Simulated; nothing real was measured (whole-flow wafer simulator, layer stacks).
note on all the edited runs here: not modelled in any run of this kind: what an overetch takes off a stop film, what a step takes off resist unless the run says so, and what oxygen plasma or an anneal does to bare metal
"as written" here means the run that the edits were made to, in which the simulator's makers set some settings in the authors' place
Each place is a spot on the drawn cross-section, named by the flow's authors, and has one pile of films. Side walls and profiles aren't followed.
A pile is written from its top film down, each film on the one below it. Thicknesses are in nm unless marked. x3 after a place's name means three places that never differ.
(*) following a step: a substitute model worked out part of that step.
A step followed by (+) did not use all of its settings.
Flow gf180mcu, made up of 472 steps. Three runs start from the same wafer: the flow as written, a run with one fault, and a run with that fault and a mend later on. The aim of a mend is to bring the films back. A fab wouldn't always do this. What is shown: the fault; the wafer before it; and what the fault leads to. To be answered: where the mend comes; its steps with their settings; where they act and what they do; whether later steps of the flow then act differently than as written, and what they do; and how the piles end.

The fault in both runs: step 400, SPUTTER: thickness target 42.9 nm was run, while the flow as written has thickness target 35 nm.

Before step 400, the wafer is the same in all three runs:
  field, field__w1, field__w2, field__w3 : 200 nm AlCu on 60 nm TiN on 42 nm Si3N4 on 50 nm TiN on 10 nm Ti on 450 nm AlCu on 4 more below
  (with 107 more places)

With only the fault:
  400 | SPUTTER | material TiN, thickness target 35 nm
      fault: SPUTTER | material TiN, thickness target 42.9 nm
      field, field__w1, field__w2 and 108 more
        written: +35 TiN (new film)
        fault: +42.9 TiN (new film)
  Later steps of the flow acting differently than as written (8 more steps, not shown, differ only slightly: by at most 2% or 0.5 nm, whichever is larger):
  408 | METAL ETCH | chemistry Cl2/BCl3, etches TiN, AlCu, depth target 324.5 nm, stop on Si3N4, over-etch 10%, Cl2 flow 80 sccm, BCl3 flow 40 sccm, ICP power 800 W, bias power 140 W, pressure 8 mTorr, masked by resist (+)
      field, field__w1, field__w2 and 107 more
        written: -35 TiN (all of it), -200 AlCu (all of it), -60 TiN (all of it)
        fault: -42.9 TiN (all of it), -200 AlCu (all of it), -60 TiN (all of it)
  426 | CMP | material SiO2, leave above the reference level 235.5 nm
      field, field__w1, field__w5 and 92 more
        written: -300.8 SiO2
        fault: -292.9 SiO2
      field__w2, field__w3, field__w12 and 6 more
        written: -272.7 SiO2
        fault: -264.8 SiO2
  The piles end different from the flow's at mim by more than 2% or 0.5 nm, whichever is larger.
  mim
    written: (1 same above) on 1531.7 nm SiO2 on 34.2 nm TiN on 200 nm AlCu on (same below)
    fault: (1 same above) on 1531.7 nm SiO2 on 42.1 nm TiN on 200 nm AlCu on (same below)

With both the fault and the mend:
  After step 407 comes the mend.
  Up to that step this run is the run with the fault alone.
  407a | STRIP | chemistry O2/N2, power 2160 W, pressure 1700 mTorr (*)
      mim
        -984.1 resist (all of it)
  407b | METAL ETCH | chemistry Cl2/BCl3, etches TiN, AlCu, Ti, depth target 7.9 nm, Cl2 flow 80 sccm, BCl3 flow 40 sccm, ICP power 800 W, bias power 140 W, pressure 8 mTorr (the flow's step 260, run once more with other settings)
      field, field__w1, field__w2 and 108 more
        -7.9 TiN
  407c | HMDS | 120 C, 60 s (the flow's step 402, run once more)
      alters no film at any place that is followed
  407d | COAT | resist, thickness 1000 nm (the flow's step 403, run once more)
      field, field__w1, field__w2 and 108 more
        +1000 resist (new film)
  407e | SOFTBAKE | resist (the flow's step 404, run once more)
      alters no film at any place that is followed
  407f | EXPOSE | photomask FuseTop (the flow's step 405, run once more)
      alters no film at any place that is followed
  407g | PEB | resist, 70.3 s (the flow's step 406, run once more)
      field, field__w1, field__w2 and 108 more
        -15.9 resist
  407h | DEVELOP | thickness 1000 nm, 60 s (the flow's step 407, run once more)
      field, field__w1, field__w2 and 107 more
        -984.1 resist (all of it)
  Every later step of the flow that is run acts as written at every place that is followed.
  At every place that both follow, the piles at the end match the flow's.
